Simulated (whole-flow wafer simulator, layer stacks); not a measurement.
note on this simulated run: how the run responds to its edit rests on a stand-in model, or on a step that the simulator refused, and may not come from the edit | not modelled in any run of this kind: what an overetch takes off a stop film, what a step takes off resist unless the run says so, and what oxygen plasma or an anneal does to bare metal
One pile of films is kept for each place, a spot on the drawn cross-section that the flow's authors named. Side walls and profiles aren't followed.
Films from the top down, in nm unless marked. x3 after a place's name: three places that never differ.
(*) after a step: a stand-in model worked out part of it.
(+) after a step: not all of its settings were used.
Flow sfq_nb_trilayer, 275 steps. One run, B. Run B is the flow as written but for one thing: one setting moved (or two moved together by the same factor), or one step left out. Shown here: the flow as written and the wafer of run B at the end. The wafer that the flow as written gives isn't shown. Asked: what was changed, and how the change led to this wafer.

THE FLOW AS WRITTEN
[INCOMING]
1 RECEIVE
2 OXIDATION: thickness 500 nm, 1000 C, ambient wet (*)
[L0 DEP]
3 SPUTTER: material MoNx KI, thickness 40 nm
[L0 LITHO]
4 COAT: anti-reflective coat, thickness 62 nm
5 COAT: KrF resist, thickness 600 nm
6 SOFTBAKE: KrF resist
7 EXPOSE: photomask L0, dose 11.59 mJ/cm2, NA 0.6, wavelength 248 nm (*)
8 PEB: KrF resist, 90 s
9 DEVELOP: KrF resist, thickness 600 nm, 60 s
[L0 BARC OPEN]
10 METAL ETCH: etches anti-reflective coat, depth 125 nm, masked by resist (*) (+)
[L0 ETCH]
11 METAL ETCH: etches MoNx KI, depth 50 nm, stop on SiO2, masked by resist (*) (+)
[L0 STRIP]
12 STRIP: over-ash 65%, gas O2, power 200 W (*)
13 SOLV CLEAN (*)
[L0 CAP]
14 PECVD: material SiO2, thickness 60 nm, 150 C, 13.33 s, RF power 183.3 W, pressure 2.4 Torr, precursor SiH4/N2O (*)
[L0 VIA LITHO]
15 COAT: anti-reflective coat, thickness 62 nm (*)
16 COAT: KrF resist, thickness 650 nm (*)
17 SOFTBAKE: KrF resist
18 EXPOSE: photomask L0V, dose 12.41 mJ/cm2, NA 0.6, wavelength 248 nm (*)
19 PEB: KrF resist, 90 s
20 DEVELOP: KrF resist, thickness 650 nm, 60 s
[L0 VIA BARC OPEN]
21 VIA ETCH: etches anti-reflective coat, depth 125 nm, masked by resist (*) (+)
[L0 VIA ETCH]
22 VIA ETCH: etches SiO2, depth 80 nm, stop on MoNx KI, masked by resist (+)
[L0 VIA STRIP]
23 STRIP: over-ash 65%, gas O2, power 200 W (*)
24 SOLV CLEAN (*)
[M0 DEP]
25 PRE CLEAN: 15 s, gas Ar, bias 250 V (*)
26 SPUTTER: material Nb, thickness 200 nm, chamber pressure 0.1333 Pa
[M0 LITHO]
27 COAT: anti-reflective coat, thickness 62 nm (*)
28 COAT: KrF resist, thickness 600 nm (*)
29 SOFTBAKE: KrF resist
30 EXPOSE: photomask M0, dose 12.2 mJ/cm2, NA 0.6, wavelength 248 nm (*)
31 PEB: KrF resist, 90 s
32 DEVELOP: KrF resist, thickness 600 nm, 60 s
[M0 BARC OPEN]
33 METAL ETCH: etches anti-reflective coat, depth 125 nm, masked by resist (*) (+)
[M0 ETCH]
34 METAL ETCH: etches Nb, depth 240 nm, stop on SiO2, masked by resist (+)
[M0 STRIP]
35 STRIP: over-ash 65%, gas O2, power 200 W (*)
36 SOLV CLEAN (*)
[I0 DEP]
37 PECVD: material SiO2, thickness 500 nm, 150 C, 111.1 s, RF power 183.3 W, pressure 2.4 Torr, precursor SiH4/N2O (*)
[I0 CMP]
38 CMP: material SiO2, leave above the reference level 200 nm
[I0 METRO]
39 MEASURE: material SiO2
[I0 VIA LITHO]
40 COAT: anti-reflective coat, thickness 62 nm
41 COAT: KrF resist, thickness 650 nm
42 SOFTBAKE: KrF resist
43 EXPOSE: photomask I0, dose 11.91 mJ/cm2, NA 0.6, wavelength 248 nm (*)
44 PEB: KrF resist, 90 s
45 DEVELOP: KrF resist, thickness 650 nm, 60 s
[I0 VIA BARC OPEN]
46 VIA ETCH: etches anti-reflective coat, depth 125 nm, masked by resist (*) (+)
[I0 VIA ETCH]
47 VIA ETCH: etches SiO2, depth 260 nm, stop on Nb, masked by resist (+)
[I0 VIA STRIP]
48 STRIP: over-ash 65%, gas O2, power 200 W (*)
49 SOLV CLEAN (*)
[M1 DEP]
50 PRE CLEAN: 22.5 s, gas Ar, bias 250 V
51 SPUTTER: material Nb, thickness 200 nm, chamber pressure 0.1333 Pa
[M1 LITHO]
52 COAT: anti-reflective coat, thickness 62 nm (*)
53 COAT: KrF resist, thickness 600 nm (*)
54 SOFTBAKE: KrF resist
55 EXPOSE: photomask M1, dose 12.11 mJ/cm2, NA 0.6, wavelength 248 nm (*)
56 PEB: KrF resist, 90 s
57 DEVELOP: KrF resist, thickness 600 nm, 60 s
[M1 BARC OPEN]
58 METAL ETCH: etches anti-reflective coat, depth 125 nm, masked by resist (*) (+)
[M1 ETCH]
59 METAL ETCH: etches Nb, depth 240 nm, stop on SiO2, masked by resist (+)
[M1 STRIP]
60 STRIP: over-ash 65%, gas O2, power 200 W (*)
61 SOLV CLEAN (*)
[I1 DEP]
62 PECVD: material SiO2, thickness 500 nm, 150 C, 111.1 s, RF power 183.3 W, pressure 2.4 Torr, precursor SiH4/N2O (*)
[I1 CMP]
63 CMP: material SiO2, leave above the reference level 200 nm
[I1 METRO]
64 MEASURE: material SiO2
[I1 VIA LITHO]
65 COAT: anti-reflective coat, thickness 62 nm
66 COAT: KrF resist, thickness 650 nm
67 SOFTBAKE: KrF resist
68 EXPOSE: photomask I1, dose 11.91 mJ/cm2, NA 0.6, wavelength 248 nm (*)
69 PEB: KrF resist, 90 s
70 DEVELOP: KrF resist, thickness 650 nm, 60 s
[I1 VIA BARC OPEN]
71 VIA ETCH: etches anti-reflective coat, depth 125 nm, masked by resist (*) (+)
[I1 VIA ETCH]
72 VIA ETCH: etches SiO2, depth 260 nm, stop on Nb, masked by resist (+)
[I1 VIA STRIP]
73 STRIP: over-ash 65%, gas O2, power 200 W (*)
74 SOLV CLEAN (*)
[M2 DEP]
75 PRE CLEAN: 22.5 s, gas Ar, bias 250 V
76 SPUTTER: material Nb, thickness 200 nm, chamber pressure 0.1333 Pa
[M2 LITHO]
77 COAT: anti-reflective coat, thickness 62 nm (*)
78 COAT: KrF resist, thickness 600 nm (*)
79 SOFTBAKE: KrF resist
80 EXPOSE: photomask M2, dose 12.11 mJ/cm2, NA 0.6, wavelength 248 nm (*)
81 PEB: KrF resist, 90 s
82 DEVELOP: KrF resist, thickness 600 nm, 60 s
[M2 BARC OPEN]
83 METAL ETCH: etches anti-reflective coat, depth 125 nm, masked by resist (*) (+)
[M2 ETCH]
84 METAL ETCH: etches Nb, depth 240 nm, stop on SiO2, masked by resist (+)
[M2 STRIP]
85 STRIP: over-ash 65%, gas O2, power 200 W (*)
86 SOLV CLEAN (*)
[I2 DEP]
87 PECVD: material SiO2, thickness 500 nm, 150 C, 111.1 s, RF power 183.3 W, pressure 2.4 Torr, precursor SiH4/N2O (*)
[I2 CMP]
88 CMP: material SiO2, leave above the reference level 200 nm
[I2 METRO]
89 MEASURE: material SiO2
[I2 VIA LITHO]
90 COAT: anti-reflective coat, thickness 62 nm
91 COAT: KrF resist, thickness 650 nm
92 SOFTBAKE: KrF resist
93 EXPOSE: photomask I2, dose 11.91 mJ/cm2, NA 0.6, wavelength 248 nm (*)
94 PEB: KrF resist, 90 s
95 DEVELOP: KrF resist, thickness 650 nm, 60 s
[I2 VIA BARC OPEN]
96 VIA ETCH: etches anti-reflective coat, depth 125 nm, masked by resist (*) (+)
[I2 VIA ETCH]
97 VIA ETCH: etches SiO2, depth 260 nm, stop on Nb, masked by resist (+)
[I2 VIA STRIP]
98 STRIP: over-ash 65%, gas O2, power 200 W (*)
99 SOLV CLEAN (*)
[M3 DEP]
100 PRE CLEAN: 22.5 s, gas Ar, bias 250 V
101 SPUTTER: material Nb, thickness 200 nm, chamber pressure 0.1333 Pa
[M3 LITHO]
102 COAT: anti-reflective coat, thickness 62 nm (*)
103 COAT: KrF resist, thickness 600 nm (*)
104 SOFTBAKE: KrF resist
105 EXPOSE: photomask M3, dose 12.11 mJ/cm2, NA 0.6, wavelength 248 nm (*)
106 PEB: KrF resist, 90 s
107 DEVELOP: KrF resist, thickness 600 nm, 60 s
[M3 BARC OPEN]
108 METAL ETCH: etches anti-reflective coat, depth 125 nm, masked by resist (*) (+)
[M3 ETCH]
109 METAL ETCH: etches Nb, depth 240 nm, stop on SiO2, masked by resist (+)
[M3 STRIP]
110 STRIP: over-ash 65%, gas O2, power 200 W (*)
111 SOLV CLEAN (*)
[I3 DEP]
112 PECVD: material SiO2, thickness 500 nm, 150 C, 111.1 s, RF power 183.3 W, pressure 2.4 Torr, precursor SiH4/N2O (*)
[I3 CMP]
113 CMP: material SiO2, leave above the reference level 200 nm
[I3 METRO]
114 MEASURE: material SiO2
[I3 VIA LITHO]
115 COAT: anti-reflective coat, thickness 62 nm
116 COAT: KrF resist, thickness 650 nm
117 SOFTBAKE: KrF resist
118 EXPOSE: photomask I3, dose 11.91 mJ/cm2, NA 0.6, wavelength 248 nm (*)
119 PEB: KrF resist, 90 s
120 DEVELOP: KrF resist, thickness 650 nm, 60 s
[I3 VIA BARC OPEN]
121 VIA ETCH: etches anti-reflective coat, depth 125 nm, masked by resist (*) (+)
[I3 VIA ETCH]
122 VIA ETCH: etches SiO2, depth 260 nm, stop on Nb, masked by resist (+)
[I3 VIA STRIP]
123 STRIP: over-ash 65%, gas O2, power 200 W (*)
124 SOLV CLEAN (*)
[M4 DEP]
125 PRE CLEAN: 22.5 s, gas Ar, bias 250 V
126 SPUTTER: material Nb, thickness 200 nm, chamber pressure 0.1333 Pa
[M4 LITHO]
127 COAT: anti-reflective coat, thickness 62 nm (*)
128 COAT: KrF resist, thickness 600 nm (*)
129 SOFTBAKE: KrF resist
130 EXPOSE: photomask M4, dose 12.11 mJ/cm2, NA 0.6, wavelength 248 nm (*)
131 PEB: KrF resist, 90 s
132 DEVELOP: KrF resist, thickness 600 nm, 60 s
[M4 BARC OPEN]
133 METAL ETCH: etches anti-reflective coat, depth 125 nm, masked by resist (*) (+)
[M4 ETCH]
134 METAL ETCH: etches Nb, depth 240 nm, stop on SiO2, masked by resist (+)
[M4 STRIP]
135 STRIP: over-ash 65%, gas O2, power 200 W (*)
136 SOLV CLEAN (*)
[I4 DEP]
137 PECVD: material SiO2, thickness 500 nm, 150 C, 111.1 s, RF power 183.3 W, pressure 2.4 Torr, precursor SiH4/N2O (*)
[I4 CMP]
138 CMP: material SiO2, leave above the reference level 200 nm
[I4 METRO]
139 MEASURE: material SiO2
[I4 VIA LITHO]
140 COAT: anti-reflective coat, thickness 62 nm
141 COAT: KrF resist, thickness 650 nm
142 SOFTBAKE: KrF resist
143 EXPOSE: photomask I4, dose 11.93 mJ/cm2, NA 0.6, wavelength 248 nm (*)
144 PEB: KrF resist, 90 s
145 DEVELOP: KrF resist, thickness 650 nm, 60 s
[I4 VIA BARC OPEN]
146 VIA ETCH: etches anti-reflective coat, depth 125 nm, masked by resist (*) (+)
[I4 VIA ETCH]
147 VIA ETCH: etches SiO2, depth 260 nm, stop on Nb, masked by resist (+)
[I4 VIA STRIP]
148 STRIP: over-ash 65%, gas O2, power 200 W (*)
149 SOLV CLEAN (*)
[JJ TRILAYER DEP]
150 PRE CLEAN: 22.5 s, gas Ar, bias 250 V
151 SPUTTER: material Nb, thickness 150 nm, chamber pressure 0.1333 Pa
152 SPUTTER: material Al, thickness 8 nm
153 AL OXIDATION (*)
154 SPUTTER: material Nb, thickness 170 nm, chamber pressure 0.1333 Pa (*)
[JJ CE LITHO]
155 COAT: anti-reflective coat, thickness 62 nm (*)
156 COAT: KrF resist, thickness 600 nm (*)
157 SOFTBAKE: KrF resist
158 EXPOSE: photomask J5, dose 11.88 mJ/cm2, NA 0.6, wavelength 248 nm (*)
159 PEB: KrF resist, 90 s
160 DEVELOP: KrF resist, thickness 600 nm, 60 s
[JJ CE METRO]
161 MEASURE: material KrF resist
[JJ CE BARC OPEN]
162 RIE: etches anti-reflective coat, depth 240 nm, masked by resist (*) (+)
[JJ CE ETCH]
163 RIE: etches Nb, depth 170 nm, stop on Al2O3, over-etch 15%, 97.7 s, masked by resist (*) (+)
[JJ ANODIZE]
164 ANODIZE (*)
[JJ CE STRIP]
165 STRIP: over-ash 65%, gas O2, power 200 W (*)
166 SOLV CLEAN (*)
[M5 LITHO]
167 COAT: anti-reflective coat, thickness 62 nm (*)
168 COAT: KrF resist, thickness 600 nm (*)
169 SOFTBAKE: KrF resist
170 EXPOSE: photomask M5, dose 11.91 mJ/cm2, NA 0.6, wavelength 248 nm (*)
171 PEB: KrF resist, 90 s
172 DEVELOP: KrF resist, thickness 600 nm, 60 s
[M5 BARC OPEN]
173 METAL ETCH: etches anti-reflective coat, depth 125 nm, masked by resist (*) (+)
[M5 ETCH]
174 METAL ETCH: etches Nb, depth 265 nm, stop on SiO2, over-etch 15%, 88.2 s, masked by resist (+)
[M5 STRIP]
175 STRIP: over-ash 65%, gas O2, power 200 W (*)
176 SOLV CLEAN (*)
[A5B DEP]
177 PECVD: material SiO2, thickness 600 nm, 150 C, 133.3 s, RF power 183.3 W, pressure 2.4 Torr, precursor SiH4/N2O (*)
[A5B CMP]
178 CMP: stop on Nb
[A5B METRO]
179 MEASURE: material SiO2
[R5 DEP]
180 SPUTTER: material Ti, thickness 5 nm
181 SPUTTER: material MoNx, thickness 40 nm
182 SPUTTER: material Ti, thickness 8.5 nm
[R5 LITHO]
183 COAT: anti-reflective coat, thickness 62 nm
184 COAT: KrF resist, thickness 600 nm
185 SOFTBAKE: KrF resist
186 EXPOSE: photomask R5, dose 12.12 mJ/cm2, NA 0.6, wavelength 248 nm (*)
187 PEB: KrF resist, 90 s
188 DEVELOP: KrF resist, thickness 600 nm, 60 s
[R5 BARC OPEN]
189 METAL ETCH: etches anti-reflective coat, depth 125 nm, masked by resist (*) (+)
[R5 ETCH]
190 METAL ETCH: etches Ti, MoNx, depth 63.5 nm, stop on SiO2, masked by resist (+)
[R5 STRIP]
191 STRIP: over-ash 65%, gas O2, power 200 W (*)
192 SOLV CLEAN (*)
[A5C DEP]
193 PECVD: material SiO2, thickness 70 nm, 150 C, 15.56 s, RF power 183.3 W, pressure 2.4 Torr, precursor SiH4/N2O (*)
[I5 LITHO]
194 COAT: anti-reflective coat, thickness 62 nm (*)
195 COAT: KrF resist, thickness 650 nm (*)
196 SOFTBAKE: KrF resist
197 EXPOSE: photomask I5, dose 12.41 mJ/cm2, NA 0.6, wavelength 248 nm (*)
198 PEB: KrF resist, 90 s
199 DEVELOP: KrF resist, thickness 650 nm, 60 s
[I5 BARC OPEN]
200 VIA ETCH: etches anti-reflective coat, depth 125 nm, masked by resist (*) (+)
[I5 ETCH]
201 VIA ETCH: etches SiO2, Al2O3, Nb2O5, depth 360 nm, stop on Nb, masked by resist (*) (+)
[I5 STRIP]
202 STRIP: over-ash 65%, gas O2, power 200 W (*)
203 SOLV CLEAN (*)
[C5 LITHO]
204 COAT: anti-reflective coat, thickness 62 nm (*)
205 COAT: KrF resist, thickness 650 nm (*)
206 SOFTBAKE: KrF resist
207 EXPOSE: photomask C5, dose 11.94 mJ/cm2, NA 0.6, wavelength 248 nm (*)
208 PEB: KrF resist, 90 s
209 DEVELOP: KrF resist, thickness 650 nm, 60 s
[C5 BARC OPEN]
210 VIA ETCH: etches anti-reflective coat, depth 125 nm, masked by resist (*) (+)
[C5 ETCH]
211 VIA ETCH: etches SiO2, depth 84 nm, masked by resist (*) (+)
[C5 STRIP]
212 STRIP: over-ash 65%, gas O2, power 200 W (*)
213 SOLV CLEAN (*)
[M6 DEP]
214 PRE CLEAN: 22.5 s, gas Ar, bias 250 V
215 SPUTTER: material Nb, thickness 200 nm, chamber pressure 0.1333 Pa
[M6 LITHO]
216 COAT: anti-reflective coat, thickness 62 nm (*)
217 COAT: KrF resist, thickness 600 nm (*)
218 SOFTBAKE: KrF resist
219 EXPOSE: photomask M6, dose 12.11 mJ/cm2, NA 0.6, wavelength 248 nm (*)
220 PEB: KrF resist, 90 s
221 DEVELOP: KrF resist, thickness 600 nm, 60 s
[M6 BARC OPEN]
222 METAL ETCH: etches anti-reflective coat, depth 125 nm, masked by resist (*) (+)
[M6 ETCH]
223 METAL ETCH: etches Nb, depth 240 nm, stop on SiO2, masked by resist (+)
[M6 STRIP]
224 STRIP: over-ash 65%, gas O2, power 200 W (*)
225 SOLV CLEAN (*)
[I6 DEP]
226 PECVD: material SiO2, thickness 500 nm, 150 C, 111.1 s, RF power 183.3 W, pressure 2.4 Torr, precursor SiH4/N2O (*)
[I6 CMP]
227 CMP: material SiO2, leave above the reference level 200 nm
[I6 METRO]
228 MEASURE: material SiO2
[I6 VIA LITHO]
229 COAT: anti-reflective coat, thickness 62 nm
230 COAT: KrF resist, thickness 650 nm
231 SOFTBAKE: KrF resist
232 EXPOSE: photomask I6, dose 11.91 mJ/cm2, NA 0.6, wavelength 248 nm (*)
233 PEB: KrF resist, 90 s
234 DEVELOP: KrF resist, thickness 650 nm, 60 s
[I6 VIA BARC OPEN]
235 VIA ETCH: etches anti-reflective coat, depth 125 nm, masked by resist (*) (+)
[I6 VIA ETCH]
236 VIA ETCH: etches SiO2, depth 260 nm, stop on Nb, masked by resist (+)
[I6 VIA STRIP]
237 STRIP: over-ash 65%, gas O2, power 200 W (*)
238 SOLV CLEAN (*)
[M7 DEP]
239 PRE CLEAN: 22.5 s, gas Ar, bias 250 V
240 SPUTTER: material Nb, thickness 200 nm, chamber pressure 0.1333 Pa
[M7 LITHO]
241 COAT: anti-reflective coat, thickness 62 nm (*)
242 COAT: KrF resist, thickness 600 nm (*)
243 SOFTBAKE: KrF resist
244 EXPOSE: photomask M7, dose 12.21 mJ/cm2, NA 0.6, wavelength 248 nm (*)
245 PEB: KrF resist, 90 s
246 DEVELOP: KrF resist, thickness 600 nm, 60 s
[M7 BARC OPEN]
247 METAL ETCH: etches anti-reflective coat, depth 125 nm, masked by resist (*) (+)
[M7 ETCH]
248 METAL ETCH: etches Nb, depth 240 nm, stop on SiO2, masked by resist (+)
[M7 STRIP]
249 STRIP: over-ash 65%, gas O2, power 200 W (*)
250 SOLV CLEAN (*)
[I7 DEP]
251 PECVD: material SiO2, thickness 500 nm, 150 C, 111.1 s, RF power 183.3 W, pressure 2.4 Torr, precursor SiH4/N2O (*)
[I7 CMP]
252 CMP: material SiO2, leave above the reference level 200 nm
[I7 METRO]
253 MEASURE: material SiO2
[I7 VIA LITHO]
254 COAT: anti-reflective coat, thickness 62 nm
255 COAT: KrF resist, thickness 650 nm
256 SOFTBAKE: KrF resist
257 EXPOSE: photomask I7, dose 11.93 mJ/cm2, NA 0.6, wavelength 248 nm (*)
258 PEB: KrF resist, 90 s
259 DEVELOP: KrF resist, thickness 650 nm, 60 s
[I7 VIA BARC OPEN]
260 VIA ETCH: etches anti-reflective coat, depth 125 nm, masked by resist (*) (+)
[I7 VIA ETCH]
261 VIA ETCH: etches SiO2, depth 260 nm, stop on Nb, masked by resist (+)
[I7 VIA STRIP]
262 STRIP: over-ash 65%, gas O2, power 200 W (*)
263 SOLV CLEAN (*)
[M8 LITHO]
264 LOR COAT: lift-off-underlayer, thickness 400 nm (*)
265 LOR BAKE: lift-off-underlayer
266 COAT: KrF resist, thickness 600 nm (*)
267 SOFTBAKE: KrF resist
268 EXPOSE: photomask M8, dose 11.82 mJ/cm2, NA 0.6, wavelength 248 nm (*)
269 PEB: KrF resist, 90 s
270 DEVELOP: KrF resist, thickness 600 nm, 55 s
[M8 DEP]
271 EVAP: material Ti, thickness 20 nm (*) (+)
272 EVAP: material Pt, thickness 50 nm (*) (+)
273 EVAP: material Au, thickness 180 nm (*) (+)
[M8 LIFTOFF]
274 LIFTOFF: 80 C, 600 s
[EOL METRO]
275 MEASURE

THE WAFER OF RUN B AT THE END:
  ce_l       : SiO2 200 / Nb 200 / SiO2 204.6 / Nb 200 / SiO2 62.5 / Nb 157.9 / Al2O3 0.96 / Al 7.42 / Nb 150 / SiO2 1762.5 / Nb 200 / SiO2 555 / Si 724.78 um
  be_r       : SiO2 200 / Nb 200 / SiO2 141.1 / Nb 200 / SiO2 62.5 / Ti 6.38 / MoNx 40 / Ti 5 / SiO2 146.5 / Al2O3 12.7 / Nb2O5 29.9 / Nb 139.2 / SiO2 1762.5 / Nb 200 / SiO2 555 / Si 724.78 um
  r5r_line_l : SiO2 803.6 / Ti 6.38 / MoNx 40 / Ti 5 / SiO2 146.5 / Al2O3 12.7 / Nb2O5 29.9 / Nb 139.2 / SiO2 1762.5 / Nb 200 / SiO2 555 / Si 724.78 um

The cause: step 182, SPUTTER: thickness 6.38 nm was run, where the flow has thickness 8.5 nm.
It can be read off the wafer: be_r has Ti 6.38, and step 182 as written asks for 8.5 nm.

How the change led to this, step by step:
  182 SPUTTER: material Ti, thickness 8.5 nm
      field_l, v_sur, via_wl and 103 more: Ti +6.38 (new film) (as written it would be: Ti +8.5 (new film))
  190 METAL ETCH: etches Ti, MoNx, depth 63.5 nm, stop on SiO2, masked by resist (+)
      field_l, v_sur, via_wl and 92 more: Ti -6.38 (all of it), MoNx -40 (all of it), Ti -5 (all of it) (as written it would be: Ti -8.5 (all of it), MoNx -40 (all of it), Ti -5 (all of it))
      ce_l, c5j, ce_r, wl_jj: Ti -6.38 (all of it), MoNx -40 (all of it), Ti -5 (all of it), Nb -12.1 (as written it would be: Ti -8.5 (all of it), MoNx -40 (all of it), Ti -5 (all of it), Nb -10)
